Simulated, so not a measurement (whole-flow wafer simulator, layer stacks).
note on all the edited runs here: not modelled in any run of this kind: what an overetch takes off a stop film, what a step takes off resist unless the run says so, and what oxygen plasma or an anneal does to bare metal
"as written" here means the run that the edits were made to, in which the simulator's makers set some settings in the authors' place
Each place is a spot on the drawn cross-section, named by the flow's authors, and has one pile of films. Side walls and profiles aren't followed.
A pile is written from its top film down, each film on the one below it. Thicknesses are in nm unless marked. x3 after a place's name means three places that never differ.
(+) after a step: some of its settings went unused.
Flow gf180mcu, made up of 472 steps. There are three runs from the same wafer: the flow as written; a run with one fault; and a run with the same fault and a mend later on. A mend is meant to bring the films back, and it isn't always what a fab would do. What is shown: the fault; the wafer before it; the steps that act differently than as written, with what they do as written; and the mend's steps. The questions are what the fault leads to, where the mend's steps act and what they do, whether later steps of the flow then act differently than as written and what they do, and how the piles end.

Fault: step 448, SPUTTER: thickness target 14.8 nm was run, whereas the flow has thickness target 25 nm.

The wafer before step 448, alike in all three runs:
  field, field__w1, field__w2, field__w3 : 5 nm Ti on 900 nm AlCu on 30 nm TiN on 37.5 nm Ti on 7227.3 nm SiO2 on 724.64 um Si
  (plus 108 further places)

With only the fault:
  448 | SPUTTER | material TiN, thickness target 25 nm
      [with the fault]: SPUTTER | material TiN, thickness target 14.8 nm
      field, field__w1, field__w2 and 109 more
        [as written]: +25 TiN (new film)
        [with the fault]: +14.8 TiN (new film)
  Steps later in the flow that act otherwise than as written (5 more steps, not shown, differ only slightly: by at most 2% or 0.5 nm, whichever is larger):
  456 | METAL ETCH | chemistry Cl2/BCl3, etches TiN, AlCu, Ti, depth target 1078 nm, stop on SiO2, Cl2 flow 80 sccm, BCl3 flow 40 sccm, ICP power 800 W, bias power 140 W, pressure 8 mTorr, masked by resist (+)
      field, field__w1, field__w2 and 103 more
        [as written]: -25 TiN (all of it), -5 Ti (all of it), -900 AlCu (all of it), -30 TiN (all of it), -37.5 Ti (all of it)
        [with the fault]: -14.8 TiN (all of it), -5 Ti (all of it), -900 AlCu (all of it), -30 TiN (all of it), -37.5 Ti (all of it)
  At field__w8, contact, m1, m1__w1, pad, m1_nw, the piles at the end differ from the flow's by more than 2% or 0.5 nm, whichever is larger.
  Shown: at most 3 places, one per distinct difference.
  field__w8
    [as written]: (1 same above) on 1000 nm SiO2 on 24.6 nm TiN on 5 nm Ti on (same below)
    [with the fault]: (1 same above) on 1000 nm SiO2 on 14.4 nm TiN on 5 nm Ti on (same below)
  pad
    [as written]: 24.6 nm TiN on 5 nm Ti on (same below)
    [with the fault]: 14.4 nm TiN on 5 nm Ti on (same below)

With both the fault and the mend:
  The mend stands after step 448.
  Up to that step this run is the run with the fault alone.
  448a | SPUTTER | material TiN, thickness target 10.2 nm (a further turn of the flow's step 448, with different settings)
      field, field__w1, field__w2 and 109 more
        +10.2 TiN
  Later steps of the flow that are run all act as written at every place that is followed.
  By the end, the piles equal the flow's at every place that both follow.
